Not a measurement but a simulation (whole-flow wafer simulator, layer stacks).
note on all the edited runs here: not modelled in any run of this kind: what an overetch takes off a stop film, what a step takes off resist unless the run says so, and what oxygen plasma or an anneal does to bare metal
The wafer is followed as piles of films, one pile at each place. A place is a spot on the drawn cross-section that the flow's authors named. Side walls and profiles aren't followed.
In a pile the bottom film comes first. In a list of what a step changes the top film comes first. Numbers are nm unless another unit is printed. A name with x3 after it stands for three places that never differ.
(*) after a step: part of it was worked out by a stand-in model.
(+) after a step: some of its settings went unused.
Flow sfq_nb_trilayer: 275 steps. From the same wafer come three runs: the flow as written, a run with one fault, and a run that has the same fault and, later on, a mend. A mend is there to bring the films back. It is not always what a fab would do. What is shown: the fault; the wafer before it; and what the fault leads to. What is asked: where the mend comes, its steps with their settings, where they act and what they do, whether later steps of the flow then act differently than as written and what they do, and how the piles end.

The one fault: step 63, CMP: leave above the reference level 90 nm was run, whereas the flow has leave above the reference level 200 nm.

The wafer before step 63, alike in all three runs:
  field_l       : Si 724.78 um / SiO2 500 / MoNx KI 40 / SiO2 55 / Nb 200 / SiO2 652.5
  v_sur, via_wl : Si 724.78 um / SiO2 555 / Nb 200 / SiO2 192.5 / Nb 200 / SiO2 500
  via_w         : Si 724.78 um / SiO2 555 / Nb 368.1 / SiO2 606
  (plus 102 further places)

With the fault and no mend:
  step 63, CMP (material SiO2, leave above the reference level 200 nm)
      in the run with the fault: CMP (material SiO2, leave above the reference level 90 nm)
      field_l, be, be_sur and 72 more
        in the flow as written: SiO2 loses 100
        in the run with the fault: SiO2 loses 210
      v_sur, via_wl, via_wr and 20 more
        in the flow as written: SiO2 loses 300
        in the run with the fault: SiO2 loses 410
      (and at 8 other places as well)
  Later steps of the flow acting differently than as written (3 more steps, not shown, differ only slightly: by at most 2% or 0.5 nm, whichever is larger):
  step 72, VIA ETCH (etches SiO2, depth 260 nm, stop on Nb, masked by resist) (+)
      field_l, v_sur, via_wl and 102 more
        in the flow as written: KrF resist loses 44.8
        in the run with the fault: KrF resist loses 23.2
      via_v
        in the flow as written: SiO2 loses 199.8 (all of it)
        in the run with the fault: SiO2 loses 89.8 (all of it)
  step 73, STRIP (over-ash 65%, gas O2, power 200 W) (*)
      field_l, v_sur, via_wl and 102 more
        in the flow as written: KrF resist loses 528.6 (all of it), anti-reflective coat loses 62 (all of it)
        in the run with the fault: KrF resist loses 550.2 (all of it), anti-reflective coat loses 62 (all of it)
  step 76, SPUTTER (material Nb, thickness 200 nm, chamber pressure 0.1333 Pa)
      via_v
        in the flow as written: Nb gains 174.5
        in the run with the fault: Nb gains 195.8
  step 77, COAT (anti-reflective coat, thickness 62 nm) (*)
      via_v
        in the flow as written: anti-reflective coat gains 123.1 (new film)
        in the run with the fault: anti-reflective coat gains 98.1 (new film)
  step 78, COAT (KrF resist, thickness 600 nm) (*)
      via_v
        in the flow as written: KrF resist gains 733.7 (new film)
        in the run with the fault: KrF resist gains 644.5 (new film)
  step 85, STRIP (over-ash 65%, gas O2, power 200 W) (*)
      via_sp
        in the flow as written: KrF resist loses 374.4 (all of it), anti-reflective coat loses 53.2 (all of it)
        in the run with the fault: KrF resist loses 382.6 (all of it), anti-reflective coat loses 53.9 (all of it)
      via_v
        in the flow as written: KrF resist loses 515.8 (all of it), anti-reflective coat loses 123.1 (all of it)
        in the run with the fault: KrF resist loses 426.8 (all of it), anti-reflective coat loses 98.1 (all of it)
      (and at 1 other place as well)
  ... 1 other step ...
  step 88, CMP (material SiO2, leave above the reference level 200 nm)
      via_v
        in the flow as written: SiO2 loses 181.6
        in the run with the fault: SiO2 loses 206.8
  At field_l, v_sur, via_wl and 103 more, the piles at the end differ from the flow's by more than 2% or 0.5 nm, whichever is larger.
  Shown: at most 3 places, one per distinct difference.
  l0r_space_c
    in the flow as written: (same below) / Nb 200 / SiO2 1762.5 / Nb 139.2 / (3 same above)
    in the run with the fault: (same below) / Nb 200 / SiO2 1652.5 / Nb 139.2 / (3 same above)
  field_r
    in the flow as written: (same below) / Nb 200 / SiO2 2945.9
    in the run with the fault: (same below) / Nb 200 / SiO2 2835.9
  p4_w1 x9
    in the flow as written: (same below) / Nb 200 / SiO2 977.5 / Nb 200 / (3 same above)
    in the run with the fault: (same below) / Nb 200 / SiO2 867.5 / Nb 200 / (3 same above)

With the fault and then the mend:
  After step 70 comes the mend.
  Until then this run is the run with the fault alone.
  step 70a, STRIP (over-ash 65%, gas O2, power 200 W) (*)
      field_l, v_sur, via_wl and 102 more
        KrF resist loses 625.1 (all of it), anti-reflective coat loses 62 (all of it)
      via_v
        anti-reflective coat loses 62 (all of it)
  step 70b, PECVD (material SiO2, thickness 110 nm, 150 C, 24.44 s, RF power 183.3 W, pressure 2.4 Torr, precursor SiH4/N2O) (the flow's step 62, run once more with other settings)
      field_l, v_sur, via_wl and 103 more
        SiO2 gains 110
  step 70c, COAT (anti-reflective coat, thickness 62 nm) (the flow's step 65, run once more)
      field_l, v_sur, via_wl and 103 more
        anti-reflective coat gains 62 (new film)
  step 70d, COAT (KrF resist, thickness 650 nm) (the flow's step 66, run once more)
      field_l, v_sur, via_wl and 103 more
        KrF resist gains 650 (new film)
  step 70e, SOFTBAKE (KrF resist) (the flow's step 67, run once more)
      alters no film at any place that is followed
  step 70f, EXPOSE (photomask I1, dose 11.91 mJ/cm2, NA 0.6, wavelength 248 nm) (*) (the flow's step 68, run once more)
      alters no film at any place that is followed
  step 70g, PEB (KrF resist, 90 s) (the flow's step 69, run once more)
      field_l, v_sur, via_wl and 103 more
        KrF resist loses 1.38
  step 70h, DEVELOP (KrF resist, thickness 650 nm, 60 s) (the flow's step 70, run once more)
      field_l, v_sur, via_wl and 102 more
        KrF resist loses 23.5
      via_v
        KrF resist loses 648.6 (all of it)
  Later steps of the flow that are run all act as written at every place that is followed, up to a difference of at most 2% or 0.5 nm, whichever is larger.
  At every place that both follow, the piles at the end match the flow's.
